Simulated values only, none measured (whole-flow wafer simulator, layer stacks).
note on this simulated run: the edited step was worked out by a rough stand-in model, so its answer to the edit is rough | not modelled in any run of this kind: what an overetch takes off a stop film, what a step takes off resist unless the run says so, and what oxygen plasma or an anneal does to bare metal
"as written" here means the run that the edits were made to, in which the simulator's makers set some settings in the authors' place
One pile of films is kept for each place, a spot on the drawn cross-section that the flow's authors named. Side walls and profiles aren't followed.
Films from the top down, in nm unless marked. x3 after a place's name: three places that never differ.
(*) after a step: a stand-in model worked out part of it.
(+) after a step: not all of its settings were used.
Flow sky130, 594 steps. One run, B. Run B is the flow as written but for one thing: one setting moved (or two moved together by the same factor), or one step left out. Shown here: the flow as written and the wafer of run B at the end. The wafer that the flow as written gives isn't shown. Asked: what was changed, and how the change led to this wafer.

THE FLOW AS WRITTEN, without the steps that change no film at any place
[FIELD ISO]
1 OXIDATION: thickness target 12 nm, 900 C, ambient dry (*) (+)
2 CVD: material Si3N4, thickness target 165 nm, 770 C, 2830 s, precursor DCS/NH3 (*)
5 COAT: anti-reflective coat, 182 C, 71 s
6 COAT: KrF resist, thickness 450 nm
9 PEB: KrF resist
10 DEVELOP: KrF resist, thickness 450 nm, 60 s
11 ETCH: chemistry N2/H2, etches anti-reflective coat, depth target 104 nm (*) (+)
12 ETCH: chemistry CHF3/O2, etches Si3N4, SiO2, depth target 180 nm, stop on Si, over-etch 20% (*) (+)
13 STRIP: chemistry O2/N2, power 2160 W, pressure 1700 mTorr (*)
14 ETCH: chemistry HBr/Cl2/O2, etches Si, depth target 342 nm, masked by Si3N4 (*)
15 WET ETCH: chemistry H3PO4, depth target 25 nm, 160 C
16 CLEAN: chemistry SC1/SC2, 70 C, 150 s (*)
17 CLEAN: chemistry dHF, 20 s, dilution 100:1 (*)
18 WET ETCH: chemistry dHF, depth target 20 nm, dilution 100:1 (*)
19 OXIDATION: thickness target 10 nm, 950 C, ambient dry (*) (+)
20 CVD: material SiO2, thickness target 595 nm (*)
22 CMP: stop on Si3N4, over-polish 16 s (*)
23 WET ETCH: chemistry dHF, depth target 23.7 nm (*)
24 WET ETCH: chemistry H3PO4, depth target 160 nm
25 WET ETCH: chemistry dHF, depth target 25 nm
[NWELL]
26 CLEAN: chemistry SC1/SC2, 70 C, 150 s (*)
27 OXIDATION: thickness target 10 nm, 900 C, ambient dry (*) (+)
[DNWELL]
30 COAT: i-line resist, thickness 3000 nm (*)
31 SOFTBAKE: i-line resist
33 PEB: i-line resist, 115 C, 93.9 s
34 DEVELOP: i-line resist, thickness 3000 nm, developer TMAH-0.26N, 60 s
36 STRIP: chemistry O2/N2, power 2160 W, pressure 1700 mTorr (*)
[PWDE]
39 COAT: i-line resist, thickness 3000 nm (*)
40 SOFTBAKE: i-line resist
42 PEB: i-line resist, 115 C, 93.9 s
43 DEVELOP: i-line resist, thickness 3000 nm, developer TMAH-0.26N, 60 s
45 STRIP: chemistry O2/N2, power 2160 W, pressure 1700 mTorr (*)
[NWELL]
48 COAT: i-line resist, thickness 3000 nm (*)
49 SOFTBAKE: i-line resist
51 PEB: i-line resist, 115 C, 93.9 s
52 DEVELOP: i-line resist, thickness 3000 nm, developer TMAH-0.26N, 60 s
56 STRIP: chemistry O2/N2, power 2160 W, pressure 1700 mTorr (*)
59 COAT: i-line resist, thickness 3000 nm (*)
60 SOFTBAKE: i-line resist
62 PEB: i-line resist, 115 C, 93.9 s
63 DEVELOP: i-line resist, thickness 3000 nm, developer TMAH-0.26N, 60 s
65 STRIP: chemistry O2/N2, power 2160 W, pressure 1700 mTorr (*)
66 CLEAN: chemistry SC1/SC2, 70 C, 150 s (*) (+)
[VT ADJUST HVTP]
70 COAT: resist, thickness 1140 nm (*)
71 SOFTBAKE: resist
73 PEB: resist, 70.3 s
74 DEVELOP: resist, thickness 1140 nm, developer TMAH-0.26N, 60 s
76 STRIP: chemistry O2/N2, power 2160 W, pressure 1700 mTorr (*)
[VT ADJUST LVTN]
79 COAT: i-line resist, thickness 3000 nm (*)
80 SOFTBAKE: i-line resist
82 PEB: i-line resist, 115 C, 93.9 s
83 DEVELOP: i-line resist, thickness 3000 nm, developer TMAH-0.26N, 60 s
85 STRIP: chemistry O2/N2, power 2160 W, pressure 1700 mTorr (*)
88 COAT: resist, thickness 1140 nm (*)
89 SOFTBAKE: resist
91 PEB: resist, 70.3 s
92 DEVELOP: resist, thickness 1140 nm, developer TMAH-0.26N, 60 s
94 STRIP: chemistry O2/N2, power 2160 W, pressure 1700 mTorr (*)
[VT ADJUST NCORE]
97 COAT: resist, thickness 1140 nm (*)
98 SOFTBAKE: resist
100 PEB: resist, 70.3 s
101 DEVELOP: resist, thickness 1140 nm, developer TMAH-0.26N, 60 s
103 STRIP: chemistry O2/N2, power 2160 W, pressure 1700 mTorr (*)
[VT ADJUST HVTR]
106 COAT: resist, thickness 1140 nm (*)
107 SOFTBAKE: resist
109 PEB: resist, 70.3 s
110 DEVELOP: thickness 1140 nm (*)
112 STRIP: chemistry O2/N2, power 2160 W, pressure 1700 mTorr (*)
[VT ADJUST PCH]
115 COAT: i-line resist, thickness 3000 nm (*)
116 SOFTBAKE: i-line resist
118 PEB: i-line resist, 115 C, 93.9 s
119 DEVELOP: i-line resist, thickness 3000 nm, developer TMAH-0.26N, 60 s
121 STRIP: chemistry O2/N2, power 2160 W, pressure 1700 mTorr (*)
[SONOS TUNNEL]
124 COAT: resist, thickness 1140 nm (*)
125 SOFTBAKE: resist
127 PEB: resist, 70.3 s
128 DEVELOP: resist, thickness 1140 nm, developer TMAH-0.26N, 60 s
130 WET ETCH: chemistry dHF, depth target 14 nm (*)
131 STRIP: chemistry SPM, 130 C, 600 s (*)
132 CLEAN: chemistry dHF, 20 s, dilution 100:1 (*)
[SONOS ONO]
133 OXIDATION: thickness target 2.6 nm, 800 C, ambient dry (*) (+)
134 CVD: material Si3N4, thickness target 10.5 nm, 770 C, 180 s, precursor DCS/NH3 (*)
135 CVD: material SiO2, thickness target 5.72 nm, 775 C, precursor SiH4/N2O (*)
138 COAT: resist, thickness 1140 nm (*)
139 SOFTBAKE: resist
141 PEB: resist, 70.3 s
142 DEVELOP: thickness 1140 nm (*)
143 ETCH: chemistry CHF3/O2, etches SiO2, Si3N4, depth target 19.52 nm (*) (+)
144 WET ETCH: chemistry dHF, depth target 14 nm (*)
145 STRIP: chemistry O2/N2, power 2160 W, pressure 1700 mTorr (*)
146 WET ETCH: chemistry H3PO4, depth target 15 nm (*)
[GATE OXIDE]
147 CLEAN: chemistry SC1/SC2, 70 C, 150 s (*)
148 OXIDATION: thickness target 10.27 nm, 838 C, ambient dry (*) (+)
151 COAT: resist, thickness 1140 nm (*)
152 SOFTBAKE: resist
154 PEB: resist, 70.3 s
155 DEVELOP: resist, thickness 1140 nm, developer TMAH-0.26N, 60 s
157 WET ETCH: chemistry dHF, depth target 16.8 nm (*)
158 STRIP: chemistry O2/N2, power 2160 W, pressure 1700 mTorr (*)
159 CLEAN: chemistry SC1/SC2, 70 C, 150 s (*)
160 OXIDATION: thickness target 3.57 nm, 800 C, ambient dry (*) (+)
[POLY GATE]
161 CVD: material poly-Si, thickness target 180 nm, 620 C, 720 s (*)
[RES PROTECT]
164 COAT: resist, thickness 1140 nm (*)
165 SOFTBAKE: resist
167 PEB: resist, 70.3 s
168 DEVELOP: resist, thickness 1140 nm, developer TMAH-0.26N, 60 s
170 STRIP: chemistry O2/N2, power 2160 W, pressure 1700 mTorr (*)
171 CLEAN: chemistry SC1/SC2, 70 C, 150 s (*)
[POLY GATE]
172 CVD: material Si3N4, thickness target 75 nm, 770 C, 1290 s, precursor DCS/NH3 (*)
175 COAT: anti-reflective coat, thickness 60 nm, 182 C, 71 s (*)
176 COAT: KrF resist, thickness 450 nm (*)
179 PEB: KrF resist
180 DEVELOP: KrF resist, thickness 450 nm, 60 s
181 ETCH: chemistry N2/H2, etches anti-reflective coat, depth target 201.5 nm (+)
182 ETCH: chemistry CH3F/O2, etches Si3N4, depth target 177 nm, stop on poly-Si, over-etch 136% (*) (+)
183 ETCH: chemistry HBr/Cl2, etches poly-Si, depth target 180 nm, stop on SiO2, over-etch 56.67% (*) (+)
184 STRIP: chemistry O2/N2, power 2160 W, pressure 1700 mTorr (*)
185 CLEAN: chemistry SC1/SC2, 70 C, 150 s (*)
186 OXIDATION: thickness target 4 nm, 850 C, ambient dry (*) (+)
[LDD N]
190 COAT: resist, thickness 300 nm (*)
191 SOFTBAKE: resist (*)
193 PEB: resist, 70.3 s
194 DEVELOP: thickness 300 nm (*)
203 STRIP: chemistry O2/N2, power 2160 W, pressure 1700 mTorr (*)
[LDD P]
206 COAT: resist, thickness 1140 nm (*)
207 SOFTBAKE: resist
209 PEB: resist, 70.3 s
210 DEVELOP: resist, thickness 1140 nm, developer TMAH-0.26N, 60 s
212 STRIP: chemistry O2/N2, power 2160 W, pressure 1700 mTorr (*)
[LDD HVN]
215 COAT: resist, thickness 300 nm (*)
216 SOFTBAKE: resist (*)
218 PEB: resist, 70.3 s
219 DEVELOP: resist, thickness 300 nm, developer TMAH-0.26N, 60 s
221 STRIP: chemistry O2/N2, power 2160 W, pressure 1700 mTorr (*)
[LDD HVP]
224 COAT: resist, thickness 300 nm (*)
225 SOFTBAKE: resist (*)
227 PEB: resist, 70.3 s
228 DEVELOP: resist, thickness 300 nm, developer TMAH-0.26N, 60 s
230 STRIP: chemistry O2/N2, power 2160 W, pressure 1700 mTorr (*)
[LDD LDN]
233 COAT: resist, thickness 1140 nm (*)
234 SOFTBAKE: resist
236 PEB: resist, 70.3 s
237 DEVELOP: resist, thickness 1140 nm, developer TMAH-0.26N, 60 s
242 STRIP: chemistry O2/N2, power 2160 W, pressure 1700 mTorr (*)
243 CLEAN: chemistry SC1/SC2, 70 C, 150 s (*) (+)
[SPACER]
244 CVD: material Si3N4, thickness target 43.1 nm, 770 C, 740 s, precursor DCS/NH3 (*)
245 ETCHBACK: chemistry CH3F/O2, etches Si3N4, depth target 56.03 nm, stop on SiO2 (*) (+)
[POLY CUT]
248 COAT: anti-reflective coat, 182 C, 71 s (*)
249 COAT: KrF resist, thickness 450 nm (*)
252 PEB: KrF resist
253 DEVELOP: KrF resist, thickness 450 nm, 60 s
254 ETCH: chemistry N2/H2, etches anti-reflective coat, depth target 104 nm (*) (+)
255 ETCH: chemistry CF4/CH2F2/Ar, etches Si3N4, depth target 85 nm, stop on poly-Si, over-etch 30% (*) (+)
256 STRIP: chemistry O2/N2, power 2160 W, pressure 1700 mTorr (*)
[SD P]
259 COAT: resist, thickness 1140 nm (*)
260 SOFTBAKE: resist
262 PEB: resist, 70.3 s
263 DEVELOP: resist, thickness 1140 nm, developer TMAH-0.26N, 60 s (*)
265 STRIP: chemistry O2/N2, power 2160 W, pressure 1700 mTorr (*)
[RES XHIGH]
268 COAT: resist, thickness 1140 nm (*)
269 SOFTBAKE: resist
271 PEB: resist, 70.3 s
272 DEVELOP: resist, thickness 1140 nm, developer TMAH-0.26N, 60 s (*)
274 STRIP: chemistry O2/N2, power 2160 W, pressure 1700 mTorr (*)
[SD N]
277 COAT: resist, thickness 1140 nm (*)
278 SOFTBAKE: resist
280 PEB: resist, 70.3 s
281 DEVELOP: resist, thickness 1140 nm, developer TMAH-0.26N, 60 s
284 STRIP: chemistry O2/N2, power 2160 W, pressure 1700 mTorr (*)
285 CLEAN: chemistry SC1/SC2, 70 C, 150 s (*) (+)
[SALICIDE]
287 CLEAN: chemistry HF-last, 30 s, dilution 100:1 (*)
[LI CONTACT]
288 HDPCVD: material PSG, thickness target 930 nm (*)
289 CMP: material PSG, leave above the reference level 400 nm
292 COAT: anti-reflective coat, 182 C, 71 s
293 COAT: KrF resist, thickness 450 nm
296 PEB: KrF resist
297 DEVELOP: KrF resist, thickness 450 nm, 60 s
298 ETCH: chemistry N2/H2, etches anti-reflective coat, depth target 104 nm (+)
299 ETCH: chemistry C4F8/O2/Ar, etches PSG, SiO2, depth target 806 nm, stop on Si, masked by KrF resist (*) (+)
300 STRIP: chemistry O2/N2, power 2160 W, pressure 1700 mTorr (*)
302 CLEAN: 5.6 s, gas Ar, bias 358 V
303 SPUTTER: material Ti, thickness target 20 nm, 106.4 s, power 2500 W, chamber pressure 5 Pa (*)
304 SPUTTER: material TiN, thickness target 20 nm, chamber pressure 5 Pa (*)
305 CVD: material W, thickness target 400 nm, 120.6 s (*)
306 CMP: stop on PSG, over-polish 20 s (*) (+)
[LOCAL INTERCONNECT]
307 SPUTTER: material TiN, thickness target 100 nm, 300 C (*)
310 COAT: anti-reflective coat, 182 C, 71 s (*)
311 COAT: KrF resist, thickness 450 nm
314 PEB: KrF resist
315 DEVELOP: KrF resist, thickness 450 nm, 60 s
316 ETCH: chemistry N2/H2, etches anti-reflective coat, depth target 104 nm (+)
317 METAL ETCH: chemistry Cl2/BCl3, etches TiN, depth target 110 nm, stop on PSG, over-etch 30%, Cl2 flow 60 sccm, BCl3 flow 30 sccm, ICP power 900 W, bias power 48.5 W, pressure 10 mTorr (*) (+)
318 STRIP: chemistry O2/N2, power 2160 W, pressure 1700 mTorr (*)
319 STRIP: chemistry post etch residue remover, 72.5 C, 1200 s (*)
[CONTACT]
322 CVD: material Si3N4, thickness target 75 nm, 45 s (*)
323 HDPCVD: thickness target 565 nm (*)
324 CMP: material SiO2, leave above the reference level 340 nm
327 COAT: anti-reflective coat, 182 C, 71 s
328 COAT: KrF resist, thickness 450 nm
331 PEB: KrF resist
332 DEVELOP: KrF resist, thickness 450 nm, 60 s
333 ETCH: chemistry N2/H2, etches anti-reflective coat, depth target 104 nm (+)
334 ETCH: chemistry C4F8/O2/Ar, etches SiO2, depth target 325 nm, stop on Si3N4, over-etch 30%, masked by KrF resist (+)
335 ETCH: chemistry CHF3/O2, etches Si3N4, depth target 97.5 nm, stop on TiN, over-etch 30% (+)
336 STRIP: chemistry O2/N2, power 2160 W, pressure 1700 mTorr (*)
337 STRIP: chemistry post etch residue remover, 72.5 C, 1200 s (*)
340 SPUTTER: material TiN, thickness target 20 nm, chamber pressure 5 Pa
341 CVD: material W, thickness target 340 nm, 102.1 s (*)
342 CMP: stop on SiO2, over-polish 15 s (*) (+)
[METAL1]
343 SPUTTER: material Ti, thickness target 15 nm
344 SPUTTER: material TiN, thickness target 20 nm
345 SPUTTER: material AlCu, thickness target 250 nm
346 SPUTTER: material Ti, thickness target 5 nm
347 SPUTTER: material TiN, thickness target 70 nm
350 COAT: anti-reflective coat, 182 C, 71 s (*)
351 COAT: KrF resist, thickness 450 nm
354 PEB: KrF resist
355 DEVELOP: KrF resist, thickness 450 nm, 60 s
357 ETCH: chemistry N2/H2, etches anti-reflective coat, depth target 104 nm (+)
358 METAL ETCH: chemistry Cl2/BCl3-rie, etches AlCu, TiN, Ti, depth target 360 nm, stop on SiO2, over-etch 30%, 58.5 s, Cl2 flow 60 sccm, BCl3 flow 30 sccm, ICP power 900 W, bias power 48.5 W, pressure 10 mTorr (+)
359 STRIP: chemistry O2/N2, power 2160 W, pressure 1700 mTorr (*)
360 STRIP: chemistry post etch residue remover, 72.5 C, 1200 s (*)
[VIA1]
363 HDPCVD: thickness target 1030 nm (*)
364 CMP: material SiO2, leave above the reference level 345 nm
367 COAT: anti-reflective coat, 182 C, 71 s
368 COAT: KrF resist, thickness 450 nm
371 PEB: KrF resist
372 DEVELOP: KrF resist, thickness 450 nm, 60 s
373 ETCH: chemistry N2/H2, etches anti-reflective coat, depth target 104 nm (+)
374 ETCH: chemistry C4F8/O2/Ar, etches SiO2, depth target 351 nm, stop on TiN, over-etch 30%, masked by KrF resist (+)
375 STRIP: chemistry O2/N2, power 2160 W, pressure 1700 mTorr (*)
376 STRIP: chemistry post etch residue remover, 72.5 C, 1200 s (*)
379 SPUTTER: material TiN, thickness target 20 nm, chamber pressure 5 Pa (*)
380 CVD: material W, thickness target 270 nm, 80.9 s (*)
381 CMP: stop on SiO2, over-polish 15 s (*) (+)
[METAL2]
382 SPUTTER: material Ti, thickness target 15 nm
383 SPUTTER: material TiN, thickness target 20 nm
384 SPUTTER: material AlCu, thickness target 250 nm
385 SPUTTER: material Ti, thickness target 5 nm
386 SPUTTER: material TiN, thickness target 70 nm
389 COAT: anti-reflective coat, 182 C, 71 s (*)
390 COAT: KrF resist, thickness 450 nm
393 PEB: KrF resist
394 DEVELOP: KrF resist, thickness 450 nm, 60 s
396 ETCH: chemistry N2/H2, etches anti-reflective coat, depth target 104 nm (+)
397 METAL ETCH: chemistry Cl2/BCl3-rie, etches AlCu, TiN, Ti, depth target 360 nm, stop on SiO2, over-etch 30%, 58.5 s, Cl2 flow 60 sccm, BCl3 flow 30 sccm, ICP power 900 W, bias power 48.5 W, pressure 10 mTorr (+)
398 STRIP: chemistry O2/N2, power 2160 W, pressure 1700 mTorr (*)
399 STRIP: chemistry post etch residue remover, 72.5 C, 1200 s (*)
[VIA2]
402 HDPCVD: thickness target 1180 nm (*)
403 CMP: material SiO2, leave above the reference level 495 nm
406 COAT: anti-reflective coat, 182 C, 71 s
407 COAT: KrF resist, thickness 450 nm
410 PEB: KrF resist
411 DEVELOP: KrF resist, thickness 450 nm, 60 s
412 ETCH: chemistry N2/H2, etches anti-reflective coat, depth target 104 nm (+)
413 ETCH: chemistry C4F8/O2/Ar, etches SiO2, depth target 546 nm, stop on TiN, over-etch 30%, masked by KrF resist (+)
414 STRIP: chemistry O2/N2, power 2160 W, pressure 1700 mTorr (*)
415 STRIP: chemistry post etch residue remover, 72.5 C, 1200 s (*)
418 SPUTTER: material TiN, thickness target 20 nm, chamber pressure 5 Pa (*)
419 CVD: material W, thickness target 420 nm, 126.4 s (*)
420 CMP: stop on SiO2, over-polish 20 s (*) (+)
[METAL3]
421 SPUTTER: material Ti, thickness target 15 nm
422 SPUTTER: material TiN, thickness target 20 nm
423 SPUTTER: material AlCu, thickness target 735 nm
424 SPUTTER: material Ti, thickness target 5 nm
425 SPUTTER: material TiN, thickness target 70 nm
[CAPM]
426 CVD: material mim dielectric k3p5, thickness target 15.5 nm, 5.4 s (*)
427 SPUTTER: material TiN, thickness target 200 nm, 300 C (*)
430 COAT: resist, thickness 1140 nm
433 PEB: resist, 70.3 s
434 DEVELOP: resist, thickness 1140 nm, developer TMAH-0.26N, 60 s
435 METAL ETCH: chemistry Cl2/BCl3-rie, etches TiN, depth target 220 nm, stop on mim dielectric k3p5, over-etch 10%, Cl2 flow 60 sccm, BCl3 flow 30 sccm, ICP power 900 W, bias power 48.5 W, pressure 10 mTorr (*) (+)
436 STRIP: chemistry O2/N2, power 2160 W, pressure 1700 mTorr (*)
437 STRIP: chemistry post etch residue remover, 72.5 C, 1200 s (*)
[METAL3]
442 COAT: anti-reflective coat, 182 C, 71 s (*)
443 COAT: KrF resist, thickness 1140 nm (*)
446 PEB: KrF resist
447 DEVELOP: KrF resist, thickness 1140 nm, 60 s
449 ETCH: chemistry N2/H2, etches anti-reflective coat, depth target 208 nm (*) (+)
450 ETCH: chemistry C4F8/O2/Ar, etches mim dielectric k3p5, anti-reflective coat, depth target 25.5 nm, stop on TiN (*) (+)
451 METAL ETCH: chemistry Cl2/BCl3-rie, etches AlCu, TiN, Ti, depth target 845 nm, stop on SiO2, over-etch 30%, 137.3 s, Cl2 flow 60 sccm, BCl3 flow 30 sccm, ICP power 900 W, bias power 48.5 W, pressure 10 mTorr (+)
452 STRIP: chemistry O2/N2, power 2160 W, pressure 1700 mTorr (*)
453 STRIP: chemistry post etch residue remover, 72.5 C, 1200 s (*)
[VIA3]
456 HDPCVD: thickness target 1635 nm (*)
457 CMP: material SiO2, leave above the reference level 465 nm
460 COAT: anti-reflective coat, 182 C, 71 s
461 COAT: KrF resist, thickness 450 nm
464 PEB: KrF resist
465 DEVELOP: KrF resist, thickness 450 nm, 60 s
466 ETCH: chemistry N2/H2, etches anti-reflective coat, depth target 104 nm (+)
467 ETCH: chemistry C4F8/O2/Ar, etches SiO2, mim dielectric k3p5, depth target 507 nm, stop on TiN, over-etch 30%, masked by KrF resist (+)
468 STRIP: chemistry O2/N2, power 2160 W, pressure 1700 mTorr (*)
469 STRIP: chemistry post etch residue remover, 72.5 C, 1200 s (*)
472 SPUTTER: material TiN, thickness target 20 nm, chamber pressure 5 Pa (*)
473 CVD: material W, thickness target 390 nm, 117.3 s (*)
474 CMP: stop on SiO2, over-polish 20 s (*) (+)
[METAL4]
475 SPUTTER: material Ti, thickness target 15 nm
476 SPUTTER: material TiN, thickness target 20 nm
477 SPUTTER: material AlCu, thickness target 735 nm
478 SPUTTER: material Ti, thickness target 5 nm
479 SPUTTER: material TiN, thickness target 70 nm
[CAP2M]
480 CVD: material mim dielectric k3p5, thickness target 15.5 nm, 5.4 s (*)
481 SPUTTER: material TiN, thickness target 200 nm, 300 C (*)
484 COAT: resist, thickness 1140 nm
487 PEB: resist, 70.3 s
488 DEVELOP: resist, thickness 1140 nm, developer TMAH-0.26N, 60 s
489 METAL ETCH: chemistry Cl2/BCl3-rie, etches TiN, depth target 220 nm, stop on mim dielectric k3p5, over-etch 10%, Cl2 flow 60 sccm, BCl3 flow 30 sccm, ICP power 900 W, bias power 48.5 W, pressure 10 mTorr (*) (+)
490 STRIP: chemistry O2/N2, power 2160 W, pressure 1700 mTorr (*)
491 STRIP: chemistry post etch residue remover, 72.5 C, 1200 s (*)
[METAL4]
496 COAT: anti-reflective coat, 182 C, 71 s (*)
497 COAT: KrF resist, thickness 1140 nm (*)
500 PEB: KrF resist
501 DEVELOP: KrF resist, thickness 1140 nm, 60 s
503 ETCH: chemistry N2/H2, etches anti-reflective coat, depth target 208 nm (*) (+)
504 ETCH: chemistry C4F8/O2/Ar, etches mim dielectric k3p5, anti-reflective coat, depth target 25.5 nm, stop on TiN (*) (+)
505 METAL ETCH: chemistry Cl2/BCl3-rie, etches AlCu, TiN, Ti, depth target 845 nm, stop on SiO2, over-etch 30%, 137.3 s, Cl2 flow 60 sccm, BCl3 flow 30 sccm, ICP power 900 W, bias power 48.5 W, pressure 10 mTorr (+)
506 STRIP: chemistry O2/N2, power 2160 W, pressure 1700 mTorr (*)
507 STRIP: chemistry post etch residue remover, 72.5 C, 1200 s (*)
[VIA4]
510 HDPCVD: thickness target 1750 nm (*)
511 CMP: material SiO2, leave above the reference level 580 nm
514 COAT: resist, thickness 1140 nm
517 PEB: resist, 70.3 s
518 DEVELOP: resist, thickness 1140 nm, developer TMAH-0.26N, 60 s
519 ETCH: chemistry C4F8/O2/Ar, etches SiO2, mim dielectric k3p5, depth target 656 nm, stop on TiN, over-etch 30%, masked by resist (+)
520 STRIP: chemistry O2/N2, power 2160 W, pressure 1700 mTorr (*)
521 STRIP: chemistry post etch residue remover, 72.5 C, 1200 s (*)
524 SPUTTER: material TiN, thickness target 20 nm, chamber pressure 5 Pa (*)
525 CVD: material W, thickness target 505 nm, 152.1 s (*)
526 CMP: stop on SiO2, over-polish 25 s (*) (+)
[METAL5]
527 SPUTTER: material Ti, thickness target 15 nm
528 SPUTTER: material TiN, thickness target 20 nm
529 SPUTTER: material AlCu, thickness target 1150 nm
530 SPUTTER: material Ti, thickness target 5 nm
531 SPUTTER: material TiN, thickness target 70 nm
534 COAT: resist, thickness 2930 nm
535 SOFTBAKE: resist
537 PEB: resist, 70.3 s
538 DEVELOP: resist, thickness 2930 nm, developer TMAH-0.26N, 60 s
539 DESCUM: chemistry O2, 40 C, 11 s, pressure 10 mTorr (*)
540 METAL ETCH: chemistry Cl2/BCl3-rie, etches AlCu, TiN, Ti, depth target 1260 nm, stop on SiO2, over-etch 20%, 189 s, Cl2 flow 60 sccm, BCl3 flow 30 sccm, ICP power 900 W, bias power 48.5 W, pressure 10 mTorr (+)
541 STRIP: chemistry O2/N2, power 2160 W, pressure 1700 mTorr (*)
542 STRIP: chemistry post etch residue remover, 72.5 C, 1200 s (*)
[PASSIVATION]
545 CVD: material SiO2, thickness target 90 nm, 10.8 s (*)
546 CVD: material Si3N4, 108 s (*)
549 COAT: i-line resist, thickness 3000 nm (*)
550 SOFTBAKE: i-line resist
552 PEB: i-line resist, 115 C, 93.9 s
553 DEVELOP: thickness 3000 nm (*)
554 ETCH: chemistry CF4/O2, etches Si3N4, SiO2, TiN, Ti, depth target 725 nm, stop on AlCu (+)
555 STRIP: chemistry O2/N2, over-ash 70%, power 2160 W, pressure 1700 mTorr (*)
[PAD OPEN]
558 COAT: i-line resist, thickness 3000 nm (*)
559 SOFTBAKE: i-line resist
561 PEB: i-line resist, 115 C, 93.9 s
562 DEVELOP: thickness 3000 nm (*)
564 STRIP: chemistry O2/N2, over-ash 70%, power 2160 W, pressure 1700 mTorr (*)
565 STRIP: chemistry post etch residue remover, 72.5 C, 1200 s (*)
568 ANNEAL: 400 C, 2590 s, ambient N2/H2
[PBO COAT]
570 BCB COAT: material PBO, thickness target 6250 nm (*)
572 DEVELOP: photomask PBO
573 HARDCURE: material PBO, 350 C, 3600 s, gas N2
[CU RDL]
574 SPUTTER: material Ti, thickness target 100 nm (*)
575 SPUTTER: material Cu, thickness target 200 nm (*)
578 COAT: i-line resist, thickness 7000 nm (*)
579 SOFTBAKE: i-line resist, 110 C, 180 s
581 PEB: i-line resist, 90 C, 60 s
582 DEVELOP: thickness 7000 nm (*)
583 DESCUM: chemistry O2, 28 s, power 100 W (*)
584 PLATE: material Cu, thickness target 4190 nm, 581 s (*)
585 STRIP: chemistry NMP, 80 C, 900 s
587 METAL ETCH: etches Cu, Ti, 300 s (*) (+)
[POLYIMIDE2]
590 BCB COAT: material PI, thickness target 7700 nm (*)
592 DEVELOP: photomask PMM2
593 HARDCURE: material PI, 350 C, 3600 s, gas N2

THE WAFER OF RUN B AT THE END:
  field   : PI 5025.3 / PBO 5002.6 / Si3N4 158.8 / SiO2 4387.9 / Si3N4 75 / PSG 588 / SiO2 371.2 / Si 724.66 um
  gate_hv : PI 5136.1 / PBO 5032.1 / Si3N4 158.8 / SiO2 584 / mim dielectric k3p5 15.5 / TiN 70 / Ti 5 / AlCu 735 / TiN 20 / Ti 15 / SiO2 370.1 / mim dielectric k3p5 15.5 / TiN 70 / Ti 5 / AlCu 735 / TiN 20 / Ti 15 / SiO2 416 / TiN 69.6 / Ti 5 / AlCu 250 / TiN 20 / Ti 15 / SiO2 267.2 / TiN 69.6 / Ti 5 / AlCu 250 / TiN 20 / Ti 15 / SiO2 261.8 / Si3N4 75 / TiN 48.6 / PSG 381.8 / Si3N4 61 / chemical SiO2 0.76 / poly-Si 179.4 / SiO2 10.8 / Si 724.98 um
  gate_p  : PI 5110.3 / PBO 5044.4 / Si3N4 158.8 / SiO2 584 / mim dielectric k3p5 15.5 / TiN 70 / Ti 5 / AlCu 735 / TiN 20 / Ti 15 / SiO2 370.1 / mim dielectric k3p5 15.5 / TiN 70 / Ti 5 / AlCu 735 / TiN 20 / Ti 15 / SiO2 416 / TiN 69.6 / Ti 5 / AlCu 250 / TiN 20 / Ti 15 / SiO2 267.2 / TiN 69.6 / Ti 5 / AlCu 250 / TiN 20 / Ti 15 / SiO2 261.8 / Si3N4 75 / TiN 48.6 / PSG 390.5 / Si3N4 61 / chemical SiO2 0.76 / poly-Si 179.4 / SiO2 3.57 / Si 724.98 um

The cause: step 307, SPUTTER: thickness target 49 nm was run, where the flow has thickness target 100 nm.

How the change led to this, step by step:
  307 SPUTTER: material TiN, thickness target 100 nm, 300 C (*)
      field, active, n_well and 188 more: TiN +49 (new film) (as written it would be: TiN +100 (new film))
  317 METAL ETCH: chemistry Cl2/BCl3, etches TiN, depth target 110 nm, stop on PSG, over-etch 30%, Cl2 flow 60 sccm, BCl3 flow 30 sccm, ICP power 900 W, bias power 48.5 W, pressure 10 mTorr (*) (+)
      n_well, p_well, gate_hv and 97 more: KrF resist -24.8 (as written it would be: KrF resist -44)
      field, active, gate and 88 more: TiN -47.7 (all of it) (as written it would be: TiN -98.7 (all of it))
  318 STRIP: chemistry O2/N2, power 2160 W, pressure 1700 mTorr (*)
      n_well, p_well, gate_hv and 92 more: KrF resist -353 (all of it), anti-reflective coat -80 (all of it) (as written it would be: KrF resist -333.8 (all of it), anti-reflective coat -80 (all of it))
      poly_licon, ndiff_licon, ndiff_licon_cpp, rpo_hd_licon: KrF resist -353.1 (all of it), anti-reflective coat -80.5 (all of it) (as written it would be: KrF resist -333.9 (all of it), anti-reflective coat -80.5 (all of it))
      (and at 1 more place)
  324 CMP: material SiO2, leave above the reference level 340 nm
      field, active, gate and 88 more: SiO2 -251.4 (as written it would be: SiO2 -200.4)
